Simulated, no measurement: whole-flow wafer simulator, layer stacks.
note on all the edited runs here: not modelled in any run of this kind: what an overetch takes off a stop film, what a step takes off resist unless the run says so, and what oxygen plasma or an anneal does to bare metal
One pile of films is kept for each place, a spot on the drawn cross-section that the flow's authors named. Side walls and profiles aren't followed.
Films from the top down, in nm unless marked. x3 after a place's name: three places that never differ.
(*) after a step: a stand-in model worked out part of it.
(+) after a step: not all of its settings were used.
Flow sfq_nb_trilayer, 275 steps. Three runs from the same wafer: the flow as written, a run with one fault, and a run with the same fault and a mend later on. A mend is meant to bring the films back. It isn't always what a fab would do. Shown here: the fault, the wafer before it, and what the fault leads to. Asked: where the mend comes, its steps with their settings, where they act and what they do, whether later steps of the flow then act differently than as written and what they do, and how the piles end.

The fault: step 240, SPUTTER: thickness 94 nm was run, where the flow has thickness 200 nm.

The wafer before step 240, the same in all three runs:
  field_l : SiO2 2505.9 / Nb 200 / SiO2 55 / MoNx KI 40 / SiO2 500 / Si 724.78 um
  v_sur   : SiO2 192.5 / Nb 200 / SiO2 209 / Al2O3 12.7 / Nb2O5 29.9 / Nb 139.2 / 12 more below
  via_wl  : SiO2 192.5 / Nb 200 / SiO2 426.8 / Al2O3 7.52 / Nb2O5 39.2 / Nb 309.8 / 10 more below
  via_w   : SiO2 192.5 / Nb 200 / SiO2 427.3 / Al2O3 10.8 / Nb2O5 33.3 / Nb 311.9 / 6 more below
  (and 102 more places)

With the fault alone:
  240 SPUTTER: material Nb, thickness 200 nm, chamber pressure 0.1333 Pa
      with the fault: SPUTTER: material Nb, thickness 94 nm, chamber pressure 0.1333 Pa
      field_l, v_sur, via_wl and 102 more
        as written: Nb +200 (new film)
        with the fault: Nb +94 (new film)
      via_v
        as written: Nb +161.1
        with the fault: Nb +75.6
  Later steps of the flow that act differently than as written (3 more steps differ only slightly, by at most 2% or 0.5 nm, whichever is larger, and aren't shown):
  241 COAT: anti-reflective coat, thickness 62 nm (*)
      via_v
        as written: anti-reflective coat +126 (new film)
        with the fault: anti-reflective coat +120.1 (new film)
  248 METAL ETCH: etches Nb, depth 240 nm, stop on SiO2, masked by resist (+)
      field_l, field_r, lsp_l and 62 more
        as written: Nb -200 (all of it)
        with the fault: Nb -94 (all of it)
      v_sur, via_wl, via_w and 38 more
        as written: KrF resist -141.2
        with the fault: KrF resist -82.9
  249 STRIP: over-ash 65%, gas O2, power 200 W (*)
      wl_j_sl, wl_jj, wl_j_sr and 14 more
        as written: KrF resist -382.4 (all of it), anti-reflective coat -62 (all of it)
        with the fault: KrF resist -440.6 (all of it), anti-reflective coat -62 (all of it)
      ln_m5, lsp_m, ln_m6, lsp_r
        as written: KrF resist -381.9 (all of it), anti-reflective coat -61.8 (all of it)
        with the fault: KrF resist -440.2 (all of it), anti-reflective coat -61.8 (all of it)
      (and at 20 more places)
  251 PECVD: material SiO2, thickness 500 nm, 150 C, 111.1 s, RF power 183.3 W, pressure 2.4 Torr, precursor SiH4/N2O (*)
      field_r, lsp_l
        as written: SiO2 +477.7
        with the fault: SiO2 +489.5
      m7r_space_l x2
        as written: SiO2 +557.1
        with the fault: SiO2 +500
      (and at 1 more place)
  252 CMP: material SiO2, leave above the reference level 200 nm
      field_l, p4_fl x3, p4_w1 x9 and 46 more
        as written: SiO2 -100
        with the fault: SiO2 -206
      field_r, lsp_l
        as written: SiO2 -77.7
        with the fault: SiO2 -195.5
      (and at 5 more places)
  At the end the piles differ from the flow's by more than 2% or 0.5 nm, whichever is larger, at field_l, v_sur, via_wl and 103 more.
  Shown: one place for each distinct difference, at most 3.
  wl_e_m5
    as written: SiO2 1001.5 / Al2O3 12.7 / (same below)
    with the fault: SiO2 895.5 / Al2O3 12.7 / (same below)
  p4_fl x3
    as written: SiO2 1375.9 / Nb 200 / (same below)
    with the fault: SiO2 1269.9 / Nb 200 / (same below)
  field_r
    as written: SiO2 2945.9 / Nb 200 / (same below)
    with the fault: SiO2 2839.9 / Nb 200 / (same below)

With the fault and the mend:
  The mend comes after step 240.
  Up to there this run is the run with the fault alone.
  240a SPUTTER: material Nb, thickness 106 nm, chamber pressure 0.1333 Pa (the flow's step 240 once more, with other settings)
      field_l, v_sur, via_wl and 102 more
        Nb +106
      via_v
        Nb +83.3
  No later step of the flow acts differently than as written, at any place that is followed, by more than 2% or 0.5 nm, whichever is larger.
  At the end the piles differ from the flow's only slightly at the places that both follow, by at most 2% or 0.5 nm, whichever is larger.
